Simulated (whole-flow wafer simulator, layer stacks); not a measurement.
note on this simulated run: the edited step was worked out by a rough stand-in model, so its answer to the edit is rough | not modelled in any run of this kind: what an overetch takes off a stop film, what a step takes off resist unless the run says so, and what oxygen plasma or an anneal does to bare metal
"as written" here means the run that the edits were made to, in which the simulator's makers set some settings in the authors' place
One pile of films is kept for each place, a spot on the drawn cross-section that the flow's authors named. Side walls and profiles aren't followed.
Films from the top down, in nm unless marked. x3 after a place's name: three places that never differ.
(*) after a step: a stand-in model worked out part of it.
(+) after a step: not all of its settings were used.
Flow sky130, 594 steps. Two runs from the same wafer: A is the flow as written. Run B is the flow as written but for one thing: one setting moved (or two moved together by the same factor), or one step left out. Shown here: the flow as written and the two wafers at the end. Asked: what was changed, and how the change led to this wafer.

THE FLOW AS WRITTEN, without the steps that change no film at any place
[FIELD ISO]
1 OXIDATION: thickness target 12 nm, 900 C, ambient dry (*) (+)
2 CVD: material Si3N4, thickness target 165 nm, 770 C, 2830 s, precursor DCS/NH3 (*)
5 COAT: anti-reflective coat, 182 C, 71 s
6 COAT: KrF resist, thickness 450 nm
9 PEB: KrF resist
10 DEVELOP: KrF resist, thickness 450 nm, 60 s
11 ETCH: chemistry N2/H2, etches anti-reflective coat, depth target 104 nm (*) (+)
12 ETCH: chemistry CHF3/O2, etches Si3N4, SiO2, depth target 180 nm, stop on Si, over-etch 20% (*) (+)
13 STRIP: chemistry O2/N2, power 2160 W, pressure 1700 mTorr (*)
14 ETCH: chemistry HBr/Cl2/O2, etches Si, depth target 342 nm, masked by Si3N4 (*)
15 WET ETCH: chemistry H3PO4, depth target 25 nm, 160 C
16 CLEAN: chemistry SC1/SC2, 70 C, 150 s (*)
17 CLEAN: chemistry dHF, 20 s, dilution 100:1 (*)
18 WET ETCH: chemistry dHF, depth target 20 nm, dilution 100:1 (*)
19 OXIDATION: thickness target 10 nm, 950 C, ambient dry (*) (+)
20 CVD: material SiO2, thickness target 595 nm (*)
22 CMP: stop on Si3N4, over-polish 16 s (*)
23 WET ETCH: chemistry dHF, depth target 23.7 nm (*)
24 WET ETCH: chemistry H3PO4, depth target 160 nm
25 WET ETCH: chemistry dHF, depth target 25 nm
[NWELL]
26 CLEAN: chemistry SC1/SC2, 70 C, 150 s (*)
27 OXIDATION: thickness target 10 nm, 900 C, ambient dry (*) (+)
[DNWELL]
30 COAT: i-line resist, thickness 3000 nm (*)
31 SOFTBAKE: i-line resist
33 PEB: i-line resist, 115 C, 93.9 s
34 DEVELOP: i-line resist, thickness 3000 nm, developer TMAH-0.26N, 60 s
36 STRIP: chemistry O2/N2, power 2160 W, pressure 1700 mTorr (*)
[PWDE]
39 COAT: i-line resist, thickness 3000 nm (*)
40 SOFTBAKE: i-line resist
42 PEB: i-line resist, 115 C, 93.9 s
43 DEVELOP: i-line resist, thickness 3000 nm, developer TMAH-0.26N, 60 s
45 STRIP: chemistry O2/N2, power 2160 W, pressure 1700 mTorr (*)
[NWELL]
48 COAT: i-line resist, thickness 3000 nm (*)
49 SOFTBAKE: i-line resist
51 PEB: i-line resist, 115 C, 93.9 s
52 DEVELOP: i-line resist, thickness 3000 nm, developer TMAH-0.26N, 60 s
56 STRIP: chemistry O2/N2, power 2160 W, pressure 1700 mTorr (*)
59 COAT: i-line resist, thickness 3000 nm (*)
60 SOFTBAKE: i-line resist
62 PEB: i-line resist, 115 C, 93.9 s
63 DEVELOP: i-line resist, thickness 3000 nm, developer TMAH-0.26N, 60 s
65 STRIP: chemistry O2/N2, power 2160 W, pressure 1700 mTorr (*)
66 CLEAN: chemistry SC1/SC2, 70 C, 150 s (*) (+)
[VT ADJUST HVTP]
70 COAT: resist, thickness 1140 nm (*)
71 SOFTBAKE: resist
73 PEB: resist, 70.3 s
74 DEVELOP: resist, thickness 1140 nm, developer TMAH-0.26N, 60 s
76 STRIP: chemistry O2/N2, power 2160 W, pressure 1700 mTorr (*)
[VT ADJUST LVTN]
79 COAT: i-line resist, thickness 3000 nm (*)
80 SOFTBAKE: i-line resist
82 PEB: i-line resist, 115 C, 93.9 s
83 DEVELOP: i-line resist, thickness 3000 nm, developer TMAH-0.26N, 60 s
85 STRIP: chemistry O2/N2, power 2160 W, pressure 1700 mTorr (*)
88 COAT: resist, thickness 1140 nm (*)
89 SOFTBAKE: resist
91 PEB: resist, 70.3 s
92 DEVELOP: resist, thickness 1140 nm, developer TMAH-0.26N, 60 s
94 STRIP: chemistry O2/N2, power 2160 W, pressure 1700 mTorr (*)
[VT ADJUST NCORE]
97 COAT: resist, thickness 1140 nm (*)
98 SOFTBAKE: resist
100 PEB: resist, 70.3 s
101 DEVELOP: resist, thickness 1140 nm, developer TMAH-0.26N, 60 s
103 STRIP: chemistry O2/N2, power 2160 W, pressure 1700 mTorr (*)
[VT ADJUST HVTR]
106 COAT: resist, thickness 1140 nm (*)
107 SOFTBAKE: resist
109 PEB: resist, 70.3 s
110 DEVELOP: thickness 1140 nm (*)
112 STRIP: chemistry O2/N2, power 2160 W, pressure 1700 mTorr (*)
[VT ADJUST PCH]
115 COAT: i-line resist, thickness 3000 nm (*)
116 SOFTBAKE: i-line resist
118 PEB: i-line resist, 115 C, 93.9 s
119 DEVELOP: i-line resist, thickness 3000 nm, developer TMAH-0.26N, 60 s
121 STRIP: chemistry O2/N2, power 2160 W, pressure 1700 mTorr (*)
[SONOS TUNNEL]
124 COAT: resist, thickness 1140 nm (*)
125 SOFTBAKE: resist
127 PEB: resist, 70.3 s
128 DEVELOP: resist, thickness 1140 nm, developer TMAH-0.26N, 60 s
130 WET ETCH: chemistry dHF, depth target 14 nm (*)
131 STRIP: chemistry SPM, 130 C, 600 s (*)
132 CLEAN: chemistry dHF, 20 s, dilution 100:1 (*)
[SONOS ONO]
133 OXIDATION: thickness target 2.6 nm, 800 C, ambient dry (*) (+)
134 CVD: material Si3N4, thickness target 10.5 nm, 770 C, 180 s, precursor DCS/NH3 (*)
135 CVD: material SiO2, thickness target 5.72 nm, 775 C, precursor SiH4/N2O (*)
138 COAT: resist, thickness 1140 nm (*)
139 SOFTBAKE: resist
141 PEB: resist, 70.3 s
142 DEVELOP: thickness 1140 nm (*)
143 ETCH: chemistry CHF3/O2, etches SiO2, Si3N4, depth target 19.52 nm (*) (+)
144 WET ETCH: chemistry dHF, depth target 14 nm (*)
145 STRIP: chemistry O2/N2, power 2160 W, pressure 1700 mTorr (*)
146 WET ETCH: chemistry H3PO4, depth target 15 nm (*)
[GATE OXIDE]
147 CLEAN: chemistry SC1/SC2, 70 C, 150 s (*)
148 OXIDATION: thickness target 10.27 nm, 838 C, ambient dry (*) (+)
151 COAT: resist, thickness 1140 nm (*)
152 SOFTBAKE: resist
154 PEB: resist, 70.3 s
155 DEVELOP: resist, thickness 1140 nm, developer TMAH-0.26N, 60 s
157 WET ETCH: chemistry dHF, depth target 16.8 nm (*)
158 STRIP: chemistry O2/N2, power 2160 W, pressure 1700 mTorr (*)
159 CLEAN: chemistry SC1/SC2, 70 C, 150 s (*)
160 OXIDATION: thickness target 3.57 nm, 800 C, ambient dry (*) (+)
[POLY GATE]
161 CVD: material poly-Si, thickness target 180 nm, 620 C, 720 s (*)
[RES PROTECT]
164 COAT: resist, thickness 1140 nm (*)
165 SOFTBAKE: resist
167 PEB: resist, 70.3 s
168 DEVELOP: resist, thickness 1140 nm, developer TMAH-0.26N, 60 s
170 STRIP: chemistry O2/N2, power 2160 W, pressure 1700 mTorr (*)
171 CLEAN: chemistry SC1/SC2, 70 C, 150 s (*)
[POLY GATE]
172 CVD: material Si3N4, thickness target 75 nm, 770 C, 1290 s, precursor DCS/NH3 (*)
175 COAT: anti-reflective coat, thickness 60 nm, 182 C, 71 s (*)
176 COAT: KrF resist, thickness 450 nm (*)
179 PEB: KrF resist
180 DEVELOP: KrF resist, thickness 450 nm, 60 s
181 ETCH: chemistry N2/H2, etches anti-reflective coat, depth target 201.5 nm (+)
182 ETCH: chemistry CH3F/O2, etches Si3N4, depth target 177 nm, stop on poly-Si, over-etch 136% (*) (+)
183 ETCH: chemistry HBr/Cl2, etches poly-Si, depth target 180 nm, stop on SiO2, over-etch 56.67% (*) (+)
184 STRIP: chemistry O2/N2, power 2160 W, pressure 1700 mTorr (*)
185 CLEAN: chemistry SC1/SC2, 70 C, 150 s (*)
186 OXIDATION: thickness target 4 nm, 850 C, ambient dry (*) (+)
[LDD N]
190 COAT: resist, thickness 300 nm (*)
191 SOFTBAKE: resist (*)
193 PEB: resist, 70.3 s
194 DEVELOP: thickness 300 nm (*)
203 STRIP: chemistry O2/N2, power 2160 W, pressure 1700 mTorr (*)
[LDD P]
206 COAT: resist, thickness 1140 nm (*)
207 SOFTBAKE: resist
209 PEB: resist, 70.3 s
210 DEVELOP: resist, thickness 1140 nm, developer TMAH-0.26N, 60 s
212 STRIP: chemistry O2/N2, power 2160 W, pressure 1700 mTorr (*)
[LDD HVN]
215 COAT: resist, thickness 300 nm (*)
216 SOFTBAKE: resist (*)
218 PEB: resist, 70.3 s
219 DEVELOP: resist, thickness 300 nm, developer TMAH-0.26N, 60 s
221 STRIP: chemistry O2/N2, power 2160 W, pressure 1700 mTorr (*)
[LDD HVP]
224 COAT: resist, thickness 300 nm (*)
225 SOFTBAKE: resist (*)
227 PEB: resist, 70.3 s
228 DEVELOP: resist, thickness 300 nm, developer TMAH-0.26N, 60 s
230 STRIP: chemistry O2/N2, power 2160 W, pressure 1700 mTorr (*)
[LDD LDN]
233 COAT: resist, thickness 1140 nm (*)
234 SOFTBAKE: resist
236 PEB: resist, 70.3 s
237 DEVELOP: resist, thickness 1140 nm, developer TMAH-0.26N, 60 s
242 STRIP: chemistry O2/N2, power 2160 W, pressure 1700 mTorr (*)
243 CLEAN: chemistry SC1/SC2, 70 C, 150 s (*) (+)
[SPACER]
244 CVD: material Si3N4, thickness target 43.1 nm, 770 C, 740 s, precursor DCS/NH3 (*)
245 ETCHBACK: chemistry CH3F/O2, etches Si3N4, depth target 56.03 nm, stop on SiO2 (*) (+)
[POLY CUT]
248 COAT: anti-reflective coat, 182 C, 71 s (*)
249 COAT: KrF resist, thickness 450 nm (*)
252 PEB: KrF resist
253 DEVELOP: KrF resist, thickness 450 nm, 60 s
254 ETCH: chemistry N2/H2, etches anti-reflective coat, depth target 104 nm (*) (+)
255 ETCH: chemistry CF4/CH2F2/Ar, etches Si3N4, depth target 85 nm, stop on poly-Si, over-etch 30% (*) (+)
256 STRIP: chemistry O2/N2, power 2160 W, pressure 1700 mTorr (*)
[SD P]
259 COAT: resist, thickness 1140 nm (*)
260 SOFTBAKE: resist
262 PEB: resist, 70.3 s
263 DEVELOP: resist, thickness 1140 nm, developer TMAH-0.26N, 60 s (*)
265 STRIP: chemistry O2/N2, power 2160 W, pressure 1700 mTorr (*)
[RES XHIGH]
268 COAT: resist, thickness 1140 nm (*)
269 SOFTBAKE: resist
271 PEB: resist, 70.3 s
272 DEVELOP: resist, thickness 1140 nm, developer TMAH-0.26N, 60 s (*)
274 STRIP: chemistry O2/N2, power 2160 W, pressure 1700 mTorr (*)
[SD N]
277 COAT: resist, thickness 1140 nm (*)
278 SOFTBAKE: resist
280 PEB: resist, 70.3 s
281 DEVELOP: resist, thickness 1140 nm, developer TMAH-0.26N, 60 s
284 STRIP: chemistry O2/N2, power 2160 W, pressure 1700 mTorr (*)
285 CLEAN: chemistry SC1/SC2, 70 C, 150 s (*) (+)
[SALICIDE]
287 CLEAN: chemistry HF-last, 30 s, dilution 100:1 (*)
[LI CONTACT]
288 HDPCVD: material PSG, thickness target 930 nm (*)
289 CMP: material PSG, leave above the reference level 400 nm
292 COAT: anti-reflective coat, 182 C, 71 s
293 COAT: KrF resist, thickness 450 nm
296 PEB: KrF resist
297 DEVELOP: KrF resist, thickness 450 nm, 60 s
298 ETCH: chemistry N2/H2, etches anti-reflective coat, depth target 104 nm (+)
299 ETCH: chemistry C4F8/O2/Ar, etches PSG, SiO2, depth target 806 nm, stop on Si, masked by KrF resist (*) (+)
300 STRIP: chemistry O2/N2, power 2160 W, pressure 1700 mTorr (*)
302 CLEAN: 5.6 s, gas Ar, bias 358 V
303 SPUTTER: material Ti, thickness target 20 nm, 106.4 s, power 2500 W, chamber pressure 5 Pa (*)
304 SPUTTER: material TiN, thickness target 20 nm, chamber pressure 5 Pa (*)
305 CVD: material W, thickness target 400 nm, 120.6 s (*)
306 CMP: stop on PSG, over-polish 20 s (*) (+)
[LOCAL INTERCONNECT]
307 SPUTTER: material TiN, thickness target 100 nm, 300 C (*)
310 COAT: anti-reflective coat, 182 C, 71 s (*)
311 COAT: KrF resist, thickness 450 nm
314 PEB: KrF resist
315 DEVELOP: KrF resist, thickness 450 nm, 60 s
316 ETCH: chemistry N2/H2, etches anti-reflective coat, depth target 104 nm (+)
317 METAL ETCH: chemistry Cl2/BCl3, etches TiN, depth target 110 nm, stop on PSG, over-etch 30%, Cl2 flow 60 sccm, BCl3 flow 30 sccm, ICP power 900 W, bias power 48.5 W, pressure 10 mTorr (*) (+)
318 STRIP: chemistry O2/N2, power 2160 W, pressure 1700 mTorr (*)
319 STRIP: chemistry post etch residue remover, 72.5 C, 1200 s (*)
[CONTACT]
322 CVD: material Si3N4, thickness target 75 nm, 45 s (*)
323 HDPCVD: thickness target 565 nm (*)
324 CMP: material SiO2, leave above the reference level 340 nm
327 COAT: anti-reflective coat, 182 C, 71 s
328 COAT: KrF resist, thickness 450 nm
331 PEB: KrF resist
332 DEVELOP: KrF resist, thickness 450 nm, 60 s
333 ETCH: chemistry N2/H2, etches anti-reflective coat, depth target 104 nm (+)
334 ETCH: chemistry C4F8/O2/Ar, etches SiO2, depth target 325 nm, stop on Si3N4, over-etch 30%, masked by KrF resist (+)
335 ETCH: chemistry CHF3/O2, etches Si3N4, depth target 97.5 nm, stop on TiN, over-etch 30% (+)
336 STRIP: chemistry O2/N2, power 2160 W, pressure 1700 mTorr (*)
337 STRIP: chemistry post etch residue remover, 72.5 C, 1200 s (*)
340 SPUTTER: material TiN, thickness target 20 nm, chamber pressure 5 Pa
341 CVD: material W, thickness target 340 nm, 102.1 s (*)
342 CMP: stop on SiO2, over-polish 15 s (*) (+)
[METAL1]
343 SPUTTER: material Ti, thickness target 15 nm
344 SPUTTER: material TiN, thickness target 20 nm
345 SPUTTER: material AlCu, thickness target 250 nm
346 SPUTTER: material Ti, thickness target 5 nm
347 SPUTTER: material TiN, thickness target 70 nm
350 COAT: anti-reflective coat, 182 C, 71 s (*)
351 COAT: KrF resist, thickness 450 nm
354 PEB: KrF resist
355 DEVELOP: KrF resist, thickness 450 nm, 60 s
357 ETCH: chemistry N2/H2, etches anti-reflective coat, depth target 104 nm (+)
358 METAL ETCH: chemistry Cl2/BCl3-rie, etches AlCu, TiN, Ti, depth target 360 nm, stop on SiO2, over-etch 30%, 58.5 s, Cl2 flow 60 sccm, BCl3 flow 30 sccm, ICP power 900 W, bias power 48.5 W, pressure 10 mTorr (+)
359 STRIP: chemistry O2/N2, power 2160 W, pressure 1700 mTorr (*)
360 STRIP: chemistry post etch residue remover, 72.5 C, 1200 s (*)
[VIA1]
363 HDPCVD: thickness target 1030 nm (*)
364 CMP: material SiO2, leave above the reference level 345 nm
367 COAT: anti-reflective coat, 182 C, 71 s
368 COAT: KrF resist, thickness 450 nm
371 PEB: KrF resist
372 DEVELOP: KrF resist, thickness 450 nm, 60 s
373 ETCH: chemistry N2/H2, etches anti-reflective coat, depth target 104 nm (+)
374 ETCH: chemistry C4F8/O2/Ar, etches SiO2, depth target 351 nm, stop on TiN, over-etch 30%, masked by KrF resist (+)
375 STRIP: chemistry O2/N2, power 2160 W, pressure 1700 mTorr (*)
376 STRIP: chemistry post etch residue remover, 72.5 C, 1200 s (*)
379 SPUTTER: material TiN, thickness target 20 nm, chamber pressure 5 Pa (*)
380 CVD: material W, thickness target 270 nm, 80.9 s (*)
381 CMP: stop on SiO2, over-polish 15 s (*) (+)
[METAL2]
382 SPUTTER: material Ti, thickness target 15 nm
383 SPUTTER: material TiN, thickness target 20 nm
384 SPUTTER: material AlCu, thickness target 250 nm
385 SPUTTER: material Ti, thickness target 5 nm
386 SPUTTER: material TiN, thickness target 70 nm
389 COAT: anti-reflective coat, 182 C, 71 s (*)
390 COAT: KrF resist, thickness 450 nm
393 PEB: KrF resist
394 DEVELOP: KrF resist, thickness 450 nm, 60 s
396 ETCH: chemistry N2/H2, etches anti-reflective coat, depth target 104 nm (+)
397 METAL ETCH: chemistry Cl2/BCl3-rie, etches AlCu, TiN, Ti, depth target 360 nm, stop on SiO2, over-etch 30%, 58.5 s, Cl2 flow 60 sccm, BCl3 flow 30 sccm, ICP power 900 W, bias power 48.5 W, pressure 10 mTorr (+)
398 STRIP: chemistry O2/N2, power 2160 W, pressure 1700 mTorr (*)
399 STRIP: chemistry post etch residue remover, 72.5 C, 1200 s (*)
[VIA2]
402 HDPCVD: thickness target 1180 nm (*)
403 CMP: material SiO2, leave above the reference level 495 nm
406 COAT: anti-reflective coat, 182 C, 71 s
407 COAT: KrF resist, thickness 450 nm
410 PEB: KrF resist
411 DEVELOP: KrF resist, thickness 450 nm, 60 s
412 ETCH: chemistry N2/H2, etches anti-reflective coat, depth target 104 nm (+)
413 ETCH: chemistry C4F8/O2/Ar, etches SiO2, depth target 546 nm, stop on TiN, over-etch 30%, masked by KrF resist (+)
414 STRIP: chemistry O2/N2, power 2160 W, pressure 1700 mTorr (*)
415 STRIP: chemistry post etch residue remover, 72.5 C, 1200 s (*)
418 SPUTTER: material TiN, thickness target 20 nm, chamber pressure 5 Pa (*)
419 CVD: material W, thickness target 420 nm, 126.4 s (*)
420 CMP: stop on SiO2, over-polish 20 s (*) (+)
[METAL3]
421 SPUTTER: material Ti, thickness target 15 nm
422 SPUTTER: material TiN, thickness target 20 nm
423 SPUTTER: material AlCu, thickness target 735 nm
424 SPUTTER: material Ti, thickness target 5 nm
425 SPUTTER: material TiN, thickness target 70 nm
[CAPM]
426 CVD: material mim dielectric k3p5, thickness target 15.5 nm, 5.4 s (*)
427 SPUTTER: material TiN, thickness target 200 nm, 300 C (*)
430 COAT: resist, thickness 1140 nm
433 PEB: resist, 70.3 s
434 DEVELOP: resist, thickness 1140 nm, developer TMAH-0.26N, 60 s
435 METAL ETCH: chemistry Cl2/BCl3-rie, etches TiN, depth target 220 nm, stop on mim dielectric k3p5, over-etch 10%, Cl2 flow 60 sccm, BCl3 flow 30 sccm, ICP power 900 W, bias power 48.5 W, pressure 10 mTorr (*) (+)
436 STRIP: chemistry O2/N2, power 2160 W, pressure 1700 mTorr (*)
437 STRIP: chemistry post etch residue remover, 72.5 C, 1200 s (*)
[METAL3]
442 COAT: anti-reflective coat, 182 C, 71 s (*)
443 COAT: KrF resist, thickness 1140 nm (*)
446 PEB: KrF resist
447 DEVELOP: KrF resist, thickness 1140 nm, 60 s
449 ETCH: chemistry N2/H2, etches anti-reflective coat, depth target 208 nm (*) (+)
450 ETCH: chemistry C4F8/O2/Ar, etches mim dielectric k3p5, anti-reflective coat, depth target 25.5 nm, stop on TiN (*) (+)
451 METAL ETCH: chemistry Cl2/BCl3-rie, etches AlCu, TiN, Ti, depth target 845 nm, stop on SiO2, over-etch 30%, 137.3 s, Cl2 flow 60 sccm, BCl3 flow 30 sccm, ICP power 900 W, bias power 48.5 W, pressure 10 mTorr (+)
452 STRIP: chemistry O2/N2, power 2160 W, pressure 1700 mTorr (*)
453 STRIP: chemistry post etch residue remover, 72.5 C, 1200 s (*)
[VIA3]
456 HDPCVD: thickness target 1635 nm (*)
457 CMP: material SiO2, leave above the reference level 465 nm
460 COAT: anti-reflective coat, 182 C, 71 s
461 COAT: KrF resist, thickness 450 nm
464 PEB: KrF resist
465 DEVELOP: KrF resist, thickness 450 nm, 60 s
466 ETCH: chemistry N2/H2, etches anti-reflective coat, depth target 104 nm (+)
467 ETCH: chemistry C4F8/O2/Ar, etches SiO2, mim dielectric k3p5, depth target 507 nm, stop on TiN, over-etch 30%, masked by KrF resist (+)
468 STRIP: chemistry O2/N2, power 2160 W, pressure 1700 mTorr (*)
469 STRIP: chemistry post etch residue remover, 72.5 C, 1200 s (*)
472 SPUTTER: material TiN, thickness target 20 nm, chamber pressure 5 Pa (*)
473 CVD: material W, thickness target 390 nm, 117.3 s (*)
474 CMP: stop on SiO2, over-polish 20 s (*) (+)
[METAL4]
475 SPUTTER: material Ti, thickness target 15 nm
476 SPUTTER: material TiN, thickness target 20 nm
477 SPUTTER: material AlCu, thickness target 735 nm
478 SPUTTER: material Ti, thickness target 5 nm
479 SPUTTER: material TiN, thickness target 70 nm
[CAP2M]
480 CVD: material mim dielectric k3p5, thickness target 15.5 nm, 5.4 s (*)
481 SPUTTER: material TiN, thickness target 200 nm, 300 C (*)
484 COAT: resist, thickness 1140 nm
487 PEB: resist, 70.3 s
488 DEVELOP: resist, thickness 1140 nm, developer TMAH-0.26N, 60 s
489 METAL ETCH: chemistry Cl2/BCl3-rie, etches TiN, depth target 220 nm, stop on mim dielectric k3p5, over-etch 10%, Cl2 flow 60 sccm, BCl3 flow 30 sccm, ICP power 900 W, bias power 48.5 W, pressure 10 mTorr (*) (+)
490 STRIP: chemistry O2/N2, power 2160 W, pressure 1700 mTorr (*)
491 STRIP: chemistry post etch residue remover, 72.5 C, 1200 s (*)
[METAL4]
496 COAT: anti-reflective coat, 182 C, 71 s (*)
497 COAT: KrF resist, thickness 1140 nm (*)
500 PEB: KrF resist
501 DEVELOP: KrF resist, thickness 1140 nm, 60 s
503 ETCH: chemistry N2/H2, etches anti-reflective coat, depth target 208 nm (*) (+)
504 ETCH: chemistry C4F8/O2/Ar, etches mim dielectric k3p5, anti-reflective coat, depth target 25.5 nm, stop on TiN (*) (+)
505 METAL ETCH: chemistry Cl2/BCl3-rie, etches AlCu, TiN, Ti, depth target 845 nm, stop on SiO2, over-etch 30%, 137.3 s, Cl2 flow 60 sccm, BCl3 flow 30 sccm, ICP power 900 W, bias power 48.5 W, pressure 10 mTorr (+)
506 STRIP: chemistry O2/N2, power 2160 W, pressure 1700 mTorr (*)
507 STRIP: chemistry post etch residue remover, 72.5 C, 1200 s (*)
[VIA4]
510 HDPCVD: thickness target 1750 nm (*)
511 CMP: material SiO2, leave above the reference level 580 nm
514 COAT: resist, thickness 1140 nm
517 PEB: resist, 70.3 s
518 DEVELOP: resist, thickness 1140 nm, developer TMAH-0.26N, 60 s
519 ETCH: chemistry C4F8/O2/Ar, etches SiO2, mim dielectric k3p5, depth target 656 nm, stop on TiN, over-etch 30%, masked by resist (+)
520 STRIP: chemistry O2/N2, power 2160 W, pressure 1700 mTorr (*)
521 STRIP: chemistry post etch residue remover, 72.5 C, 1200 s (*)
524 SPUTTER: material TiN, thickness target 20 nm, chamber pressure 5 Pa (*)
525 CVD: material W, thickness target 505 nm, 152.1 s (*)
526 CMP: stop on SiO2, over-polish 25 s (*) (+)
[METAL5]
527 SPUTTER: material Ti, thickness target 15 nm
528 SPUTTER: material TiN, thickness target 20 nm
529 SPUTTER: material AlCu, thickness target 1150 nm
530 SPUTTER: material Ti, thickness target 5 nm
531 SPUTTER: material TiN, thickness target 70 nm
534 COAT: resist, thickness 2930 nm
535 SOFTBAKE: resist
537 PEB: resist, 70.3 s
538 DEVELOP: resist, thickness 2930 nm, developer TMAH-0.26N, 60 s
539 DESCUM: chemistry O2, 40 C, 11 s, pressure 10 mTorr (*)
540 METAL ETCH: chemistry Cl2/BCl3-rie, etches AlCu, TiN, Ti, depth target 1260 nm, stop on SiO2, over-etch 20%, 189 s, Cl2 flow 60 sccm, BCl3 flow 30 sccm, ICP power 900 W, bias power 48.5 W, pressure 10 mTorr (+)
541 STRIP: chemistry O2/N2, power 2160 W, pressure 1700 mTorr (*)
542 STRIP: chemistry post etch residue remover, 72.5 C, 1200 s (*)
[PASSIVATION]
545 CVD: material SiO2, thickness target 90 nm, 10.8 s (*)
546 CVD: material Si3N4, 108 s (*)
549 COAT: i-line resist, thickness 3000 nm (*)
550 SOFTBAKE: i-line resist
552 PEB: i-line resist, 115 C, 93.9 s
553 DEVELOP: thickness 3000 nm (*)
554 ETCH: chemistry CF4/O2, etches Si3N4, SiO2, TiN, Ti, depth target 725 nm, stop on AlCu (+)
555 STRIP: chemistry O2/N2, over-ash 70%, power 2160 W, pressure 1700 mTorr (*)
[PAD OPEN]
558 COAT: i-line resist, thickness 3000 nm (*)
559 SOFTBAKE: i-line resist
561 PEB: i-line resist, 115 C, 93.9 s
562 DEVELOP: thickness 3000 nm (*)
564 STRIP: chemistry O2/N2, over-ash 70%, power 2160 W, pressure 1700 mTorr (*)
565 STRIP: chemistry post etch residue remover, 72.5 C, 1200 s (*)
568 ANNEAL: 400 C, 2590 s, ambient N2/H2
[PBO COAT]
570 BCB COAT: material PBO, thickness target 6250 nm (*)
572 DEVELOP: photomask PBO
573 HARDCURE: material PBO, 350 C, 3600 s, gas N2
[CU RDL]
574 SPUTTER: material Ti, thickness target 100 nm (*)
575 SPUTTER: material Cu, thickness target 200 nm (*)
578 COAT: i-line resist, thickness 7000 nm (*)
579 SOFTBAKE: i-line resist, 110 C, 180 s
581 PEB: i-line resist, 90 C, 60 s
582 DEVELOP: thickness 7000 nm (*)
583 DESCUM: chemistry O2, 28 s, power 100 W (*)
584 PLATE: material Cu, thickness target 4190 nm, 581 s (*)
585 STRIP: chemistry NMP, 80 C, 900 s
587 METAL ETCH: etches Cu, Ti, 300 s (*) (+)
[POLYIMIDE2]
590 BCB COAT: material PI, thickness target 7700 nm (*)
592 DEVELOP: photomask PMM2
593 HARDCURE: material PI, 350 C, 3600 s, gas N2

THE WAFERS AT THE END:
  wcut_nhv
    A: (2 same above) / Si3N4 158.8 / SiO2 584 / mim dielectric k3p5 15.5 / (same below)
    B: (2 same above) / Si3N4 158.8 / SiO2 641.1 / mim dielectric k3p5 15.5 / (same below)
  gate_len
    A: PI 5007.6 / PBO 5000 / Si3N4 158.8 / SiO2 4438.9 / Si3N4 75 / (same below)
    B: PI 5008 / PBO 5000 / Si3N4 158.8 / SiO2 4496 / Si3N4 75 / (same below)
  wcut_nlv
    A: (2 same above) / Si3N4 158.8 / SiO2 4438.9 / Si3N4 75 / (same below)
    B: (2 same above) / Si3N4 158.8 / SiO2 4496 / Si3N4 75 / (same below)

The cause: step 545, CVD: thickness target 131 nm was run, where the flow has thickness target 90 nm; step 545, CVD: 15.8 s was run, where the flow has 10.8 s.

How the change led to this, step by step:
  545 CVD: material SiO2, thickness target 90 nm, 10.8 s (*)
      field, active, gate and 175 more: A SiO2 +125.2 | B SiO2 +182.2
      n_well, p_well, sd_n and 12 more: A SiO2 +125.2 (new film) | B SiO2 +182.2 (new film)
  550 SOFTBAKE: i-line resist
      active: A i-line resist +12 | B i-line resist +13.2
      gate: A i-line resist -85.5 | B i-line resist -88.7
      (and at 59 more places)
  554 ETCH: chemistry CF4/O2, etches Si3N4, SiO2, TiN, Ti, depth target 725 nm, stop on AlCu (+)
      field, active, n_well and 189 more: A i-line resist -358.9 | B i-line resist -416
      pad: A Si3N4 -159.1 (all of it), SiO2 -125.2 (all of it), TiN -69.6 (all of it), Ti -5 (all of it) | B Si3N4 -159.1 (all of it), SiO2 -182.2 (all of it), TiN -69.6 (all of it), Ti -5 (all of it)
  555 STRIP: chemistry O2/N2, over-ash 70%, power 2160 W, pressure 1700 mTorr (*)
      gate_hv, dice_street, iso_guard and 83 more: A i-line resist -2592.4 (all of it) | B i-line resist -2535.3 (all of it)
      n_well, p_well, sd_n, sd_p: A i-line resist -1340.8 (all of it) | B i-line resist -1283.8 (all of it)
      (and at 89 more places)
  558 COAT: i-line resist, thickness 3000 nm (*)
      pad: A i-line resist +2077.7 (new film) | B i-line resist +2135.1 (new film)
  559 SOFTBAKE: i-line resist
      field: A i-line resist +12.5 | B i-line resist +13.8
      active: A i-line resist +12 | B i-line resist +13.2
      (and at 66 more places)
  561 PEB: i-line resist, 115 C, 93.9 s
      pad: A i-line resist -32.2 | B i-line resist -33.2
  562 DEVELOP: thickness 3000 nm (*)
      pad: A i-line resist -2045.5 (all of it) | B i-line resist -2101.9 (all of it)
  578 COAT: i-line resist, thickness 7000 nm (*)
      pad: A i-line resist +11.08 um (new film) | B i-line resist +11.14 um (new film)
  579 SOFTBAKE: i-line resist, 110 C, 180 s
      mim, vcap_hvt: A i-line resist -16.8 | B i-line resist -17.8
      ndiff_licon_rim, ndiff_licon: A i-line resist -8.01 | B i-line resist -8.7
      (and at 25 more places)
  582 DEVELOP: thickness 7000 nm (*)
      pad: A i-line resist -11.08 um (all of it) | B i-line resist -11.14 um (all of it)
